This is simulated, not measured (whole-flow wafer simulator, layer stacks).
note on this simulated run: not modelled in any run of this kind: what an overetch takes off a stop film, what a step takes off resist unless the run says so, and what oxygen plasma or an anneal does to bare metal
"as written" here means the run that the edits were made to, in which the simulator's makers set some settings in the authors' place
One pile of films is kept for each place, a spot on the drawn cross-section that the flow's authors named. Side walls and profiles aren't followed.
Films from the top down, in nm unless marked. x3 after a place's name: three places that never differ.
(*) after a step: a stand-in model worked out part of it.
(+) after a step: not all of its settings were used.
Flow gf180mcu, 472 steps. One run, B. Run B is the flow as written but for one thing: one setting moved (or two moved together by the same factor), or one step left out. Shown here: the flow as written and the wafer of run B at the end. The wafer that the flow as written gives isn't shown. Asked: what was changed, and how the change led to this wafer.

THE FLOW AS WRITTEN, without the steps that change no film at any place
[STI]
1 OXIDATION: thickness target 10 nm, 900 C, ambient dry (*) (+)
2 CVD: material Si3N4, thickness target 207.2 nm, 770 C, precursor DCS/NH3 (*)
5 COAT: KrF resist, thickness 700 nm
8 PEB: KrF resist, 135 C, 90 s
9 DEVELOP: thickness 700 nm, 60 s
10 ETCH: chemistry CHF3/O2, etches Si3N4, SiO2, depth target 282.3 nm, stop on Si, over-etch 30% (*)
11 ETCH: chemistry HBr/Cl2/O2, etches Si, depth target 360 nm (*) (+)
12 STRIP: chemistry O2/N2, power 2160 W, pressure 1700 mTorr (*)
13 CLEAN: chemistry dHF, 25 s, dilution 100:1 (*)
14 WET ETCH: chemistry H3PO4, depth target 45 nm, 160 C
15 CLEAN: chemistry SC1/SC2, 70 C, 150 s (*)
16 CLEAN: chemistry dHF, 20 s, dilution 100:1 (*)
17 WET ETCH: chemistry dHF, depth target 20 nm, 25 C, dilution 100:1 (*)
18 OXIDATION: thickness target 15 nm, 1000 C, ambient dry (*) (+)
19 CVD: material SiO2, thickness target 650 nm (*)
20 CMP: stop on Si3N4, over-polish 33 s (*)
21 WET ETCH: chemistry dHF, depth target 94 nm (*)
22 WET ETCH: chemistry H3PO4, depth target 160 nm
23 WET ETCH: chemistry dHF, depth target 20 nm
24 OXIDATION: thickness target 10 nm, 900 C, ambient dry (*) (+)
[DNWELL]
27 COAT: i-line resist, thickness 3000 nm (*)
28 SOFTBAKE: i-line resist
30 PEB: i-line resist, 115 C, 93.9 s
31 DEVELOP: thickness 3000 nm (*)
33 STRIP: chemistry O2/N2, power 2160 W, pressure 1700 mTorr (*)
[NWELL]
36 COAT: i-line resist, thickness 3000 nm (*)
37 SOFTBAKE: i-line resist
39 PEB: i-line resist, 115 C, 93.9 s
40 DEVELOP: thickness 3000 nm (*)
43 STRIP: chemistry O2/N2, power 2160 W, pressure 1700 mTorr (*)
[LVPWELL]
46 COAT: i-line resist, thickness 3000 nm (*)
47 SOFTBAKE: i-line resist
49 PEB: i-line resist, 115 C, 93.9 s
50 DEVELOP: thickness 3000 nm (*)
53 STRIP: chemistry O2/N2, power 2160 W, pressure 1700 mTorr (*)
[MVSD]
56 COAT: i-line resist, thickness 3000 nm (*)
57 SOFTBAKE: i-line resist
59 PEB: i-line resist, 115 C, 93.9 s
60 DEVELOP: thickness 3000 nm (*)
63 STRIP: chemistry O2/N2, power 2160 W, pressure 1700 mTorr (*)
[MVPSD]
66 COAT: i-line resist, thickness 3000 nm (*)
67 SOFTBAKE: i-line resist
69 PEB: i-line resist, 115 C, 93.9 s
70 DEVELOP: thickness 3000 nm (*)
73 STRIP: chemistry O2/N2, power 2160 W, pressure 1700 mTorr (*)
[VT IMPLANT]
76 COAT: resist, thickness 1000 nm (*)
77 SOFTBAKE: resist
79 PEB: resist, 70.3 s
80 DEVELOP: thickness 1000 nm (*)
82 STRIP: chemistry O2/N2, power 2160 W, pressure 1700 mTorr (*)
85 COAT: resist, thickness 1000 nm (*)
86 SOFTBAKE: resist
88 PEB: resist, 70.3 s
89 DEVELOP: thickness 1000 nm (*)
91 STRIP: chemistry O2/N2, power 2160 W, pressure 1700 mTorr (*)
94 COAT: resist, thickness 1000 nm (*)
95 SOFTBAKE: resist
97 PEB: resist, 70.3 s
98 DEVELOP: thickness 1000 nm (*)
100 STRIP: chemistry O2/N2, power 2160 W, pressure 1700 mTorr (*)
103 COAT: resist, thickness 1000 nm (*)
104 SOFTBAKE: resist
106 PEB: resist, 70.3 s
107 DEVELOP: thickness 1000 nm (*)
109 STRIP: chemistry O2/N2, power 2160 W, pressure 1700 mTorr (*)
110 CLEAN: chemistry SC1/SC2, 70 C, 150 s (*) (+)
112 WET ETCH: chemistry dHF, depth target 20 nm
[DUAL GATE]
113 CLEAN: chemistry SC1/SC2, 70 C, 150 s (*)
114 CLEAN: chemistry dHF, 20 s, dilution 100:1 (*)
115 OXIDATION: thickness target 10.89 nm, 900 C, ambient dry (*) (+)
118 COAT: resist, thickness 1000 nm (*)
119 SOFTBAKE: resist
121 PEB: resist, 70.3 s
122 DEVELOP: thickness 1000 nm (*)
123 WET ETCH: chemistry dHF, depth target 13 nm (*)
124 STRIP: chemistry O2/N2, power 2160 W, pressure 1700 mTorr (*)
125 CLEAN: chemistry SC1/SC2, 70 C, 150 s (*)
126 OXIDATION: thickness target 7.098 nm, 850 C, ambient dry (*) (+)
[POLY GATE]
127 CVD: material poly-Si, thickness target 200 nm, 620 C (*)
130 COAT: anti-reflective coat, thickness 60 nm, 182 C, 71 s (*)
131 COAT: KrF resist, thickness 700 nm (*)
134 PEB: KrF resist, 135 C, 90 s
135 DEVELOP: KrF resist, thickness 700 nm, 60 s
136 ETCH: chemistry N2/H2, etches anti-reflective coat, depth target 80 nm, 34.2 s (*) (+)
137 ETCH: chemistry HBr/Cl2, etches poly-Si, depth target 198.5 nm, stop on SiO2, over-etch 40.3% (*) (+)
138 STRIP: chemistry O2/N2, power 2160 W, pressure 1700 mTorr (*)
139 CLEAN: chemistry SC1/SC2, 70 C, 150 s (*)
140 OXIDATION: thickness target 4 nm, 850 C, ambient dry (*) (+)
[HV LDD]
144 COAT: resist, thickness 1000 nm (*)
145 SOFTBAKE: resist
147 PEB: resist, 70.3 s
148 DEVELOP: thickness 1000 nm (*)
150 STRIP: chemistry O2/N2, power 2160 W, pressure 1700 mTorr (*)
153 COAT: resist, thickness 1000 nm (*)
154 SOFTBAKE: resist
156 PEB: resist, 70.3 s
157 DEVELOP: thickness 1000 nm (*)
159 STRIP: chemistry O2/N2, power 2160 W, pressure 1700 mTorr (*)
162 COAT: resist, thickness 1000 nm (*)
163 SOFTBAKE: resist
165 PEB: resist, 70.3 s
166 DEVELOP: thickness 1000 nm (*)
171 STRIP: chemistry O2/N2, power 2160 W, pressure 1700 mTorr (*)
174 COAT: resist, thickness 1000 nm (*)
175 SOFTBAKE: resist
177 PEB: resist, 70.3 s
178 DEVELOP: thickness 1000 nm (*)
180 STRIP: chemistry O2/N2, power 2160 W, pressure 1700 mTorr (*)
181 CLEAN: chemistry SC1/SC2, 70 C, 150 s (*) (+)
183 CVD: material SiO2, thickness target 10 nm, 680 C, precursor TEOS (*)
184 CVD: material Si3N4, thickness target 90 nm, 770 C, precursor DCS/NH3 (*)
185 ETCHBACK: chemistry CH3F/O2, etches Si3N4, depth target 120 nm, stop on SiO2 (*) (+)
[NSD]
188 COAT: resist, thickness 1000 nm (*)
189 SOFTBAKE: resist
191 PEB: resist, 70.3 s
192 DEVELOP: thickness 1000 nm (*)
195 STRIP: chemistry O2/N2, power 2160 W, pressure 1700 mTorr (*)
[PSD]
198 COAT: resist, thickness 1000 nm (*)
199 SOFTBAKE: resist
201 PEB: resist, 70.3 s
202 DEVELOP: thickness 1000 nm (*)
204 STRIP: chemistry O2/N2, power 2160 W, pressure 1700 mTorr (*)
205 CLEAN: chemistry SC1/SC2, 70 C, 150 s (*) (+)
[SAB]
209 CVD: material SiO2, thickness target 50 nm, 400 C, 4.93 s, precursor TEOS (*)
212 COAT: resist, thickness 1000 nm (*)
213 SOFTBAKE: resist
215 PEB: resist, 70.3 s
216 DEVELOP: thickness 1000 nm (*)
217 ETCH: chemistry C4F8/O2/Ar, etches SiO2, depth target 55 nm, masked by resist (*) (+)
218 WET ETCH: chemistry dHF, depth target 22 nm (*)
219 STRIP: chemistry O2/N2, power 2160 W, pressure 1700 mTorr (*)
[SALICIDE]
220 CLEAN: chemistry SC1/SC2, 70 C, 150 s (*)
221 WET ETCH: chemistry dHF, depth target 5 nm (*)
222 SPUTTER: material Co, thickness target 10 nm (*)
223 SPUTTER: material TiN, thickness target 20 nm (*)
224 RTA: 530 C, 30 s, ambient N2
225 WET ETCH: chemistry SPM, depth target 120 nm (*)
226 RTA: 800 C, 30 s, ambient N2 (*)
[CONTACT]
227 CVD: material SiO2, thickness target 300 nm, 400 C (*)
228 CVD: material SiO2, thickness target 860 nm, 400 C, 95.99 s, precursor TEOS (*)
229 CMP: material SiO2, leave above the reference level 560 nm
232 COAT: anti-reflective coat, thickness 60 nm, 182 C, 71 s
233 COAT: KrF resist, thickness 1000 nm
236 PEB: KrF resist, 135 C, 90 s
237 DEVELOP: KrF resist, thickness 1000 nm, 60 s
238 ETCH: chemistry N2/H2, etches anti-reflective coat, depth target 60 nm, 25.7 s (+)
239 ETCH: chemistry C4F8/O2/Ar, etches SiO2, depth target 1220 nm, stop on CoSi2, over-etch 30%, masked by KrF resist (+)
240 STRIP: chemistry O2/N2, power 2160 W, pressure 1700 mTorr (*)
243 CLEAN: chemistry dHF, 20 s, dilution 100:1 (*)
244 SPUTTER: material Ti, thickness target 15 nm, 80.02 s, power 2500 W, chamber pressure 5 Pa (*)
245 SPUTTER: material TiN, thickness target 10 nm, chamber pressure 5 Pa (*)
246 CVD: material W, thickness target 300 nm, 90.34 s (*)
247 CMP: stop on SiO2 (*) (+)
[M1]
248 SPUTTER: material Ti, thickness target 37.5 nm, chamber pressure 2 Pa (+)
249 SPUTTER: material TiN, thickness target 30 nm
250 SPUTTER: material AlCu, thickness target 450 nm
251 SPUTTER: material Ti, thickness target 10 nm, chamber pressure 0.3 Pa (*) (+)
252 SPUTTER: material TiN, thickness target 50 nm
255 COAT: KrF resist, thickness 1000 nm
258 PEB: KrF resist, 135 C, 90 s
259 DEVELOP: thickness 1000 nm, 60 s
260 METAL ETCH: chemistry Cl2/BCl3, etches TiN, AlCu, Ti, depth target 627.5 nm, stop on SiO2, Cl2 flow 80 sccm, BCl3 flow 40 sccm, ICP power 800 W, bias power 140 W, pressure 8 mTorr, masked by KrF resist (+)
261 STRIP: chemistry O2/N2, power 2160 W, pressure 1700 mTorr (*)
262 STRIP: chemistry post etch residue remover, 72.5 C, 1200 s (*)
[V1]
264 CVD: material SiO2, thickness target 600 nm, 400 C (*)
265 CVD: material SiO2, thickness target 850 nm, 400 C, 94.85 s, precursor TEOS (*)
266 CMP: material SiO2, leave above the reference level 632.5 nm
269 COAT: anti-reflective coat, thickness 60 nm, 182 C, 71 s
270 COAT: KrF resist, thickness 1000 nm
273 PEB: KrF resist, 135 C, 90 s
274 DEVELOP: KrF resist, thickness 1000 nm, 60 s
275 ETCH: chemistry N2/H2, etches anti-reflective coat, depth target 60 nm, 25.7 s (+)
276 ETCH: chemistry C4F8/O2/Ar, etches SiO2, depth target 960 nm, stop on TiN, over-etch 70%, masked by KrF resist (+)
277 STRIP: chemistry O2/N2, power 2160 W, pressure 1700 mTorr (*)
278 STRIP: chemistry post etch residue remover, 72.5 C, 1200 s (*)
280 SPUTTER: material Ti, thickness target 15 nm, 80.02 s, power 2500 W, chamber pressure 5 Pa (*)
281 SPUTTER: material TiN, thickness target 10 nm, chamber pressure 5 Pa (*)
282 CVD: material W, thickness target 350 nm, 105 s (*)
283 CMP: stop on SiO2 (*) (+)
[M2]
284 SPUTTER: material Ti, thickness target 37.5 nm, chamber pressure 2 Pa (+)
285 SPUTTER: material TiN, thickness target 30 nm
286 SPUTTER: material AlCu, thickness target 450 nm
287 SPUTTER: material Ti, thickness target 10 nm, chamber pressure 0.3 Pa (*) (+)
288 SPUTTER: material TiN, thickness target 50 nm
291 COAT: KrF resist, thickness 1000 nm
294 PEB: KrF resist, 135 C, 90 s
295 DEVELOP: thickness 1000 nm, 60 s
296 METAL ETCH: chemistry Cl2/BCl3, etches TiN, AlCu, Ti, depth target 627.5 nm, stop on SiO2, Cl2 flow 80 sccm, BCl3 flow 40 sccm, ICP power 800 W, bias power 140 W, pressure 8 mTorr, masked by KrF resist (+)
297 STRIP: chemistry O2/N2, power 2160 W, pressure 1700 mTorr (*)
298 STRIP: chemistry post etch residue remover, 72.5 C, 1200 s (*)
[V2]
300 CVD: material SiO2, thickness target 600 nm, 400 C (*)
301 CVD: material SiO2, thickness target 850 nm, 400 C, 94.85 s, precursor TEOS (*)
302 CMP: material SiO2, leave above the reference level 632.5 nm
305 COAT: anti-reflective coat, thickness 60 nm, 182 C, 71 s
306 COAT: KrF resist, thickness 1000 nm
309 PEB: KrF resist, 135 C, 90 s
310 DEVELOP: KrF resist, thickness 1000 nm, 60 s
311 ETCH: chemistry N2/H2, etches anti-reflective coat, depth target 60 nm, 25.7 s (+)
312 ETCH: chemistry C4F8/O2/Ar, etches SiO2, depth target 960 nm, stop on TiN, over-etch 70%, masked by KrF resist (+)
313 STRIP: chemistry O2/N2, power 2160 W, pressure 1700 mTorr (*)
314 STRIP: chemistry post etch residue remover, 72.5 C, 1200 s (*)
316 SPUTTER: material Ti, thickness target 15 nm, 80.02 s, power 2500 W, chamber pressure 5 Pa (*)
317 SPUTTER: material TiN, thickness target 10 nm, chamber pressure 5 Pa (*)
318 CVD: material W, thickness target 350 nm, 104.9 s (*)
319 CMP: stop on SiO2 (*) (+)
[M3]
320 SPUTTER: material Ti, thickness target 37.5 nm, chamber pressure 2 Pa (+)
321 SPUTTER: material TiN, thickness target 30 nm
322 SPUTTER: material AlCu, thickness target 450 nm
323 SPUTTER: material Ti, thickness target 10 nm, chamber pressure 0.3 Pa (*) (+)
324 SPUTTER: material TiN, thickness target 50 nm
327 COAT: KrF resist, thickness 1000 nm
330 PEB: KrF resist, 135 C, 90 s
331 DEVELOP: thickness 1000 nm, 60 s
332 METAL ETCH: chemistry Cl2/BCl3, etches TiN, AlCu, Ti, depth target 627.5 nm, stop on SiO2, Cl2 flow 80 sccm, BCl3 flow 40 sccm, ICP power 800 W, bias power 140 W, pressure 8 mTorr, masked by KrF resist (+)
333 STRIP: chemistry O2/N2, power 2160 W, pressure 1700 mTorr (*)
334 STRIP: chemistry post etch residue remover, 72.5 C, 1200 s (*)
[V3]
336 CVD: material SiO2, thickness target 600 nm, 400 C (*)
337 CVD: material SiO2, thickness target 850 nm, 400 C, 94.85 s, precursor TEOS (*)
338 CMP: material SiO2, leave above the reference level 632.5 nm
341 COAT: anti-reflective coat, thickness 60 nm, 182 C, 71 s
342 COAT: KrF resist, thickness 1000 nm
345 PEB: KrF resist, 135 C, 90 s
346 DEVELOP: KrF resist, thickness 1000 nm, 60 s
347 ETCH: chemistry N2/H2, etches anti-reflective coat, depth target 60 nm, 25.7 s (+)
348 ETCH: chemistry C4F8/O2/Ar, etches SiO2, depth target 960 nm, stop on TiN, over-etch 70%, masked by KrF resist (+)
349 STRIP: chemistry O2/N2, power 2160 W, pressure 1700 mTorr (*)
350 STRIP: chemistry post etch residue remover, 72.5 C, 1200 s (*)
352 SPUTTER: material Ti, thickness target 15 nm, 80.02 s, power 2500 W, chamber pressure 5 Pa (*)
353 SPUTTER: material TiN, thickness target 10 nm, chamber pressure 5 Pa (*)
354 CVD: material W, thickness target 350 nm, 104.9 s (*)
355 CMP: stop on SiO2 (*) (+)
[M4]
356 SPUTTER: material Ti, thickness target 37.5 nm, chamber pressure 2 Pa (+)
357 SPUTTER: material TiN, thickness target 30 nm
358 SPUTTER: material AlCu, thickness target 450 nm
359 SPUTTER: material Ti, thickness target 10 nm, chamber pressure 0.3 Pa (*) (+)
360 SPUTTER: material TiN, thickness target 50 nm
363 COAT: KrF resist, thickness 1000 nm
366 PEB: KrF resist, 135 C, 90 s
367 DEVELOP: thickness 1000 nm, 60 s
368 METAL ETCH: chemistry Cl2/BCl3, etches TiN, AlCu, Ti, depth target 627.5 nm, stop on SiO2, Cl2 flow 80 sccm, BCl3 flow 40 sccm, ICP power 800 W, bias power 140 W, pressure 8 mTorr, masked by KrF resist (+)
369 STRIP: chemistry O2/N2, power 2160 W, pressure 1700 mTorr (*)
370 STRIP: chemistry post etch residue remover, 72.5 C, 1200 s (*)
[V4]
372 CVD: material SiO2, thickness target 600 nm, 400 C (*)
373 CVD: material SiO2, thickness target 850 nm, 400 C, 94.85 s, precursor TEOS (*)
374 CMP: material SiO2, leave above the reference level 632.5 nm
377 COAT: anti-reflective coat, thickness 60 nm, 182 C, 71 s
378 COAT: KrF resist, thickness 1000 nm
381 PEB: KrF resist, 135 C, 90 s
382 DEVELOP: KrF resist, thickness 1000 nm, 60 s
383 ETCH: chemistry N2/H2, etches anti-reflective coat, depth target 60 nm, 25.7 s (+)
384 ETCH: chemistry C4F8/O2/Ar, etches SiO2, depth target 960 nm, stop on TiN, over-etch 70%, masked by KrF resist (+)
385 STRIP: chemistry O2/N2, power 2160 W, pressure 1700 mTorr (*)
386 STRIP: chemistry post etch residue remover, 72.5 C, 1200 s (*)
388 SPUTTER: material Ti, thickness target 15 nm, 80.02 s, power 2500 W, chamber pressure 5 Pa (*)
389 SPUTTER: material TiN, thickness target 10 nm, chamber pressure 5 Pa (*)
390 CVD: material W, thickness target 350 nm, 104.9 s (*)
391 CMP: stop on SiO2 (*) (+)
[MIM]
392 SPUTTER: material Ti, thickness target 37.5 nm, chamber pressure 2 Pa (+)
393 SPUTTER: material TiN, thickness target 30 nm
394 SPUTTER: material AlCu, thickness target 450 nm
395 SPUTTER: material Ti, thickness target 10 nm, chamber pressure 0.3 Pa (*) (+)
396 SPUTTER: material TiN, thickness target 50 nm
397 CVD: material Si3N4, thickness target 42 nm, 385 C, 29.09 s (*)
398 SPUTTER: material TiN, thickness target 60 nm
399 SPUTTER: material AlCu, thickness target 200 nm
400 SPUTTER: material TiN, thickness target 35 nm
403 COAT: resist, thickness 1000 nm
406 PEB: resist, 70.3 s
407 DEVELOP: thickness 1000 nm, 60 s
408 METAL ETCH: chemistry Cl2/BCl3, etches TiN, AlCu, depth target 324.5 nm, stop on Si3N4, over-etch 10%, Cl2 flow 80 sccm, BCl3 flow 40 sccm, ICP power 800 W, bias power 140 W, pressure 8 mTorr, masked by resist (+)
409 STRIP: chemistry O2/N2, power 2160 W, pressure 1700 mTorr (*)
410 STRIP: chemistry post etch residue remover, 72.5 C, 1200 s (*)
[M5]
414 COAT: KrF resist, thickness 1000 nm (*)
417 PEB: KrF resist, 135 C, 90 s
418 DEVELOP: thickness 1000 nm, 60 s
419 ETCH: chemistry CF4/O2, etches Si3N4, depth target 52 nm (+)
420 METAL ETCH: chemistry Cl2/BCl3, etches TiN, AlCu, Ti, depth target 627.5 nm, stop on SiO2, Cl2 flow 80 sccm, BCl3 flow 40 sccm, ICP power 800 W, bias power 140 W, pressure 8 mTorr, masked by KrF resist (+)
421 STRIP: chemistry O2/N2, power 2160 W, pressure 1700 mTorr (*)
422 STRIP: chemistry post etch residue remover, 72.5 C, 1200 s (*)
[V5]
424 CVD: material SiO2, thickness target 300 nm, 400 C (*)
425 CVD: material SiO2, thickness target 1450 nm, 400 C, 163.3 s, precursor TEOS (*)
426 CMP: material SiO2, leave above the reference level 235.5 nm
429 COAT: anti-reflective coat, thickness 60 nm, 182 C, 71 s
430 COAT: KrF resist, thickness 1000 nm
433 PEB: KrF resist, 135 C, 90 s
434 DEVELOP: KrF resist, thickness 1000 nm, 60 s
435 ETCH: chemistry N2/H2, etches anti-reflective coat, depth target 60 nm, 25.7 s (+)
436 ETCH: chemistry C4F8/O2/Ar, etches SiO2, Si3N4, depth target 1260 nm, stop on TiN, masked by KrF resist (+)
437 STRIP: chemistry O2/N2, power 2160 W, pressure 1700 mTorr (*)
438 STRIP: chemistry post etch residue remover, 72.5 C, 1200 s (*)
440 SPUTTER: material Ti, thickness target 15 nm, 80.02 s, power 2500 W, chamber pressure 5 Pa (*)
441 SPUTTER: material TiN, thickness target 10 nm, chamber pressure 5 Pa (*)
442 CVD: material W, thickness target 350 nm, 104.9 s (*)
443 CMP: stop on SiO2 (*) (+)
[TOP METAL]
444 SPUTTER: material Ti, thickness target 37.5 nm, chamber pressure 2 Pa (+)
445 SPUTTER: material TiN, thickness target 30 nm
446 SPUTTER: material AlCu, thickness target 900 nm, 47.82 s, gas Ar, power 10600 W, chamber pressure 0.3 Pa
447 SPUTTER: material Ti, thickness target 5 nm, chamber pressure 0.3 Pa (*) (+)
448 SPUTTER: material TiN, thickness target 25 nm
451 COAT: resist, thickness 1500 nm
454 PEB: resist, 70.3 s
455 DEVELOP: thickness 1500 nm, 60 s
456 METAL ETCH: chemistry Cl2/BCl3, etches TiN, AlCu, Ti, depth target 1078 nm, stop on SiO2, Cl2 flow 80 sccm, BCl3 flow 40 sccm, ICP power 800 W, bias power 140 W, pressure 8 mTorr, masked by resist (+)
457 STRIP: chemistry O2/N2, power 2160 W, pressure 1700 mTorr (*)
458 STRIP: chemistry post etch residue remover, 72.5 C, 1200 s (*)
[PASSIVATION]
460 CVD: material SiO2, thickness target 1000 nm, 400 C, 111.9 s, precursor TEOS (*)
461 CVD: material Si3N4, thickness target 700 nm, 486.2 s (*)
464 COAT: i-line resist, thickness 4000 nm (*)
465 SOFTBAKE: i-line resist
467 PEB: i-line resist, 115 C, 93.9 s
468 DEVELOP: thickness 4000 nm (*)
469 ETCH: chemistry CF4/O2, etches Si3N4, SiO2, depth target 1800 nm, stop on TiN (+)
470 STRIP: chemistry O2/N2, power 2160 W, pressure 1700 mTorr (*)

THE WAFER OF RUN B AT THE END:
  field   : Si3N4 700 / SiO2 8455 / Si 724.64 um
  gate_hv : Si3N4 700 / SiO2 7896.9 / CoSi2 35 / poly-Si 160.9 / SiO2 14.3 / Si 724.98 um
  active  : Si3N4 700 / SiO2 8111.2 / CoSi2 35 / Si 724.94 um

The cause: step 266, CMP: leave above the reference level 860.2 nm was run, where the flow has leave above the reference level 632.5 nm.

How the change led to this, step by step:
  266 CMP: material SiO2, leave above the reference level 632.5 nm
      field, field__w1, field__w2 and 99 more: SiO2 -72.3 (as written it would be: SiO2 -300)
      field__w8, contact, m1 and 6 more: SiO2 -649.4 (as written it would be: SiO2 -877.1)
  276 ETCH: chemistry C4F8/O2/Ar, etches SiO2, depth target 960 nm, stop on TiN, over-etch 70%, masked by KrF resist (+)
      contact: SiO2 -800.2 (all of it) (as written it would be: SiO2 -572.5 (all of it))
  280 SPUTTER: material Ti, thickness target 15 nm, 80.02 s, power 2500 W, chamber pressure 5 Pa (*)
      contact: Ti +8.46 (new film) (as written it would be: Ti +9.65 (new film))
  281 SPUTTER: material TiN, thickness target 10 nm, chamber pressure 5 Pa (*)
      contact: TiN +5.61 (new film) (as written it would be: TiN +6.4 (new film))
  282 CVD: material W, thickness target 350 nm, 105 s (*)
      contact: W +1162 (new film) (as written it would be: W +932.3 (new film))
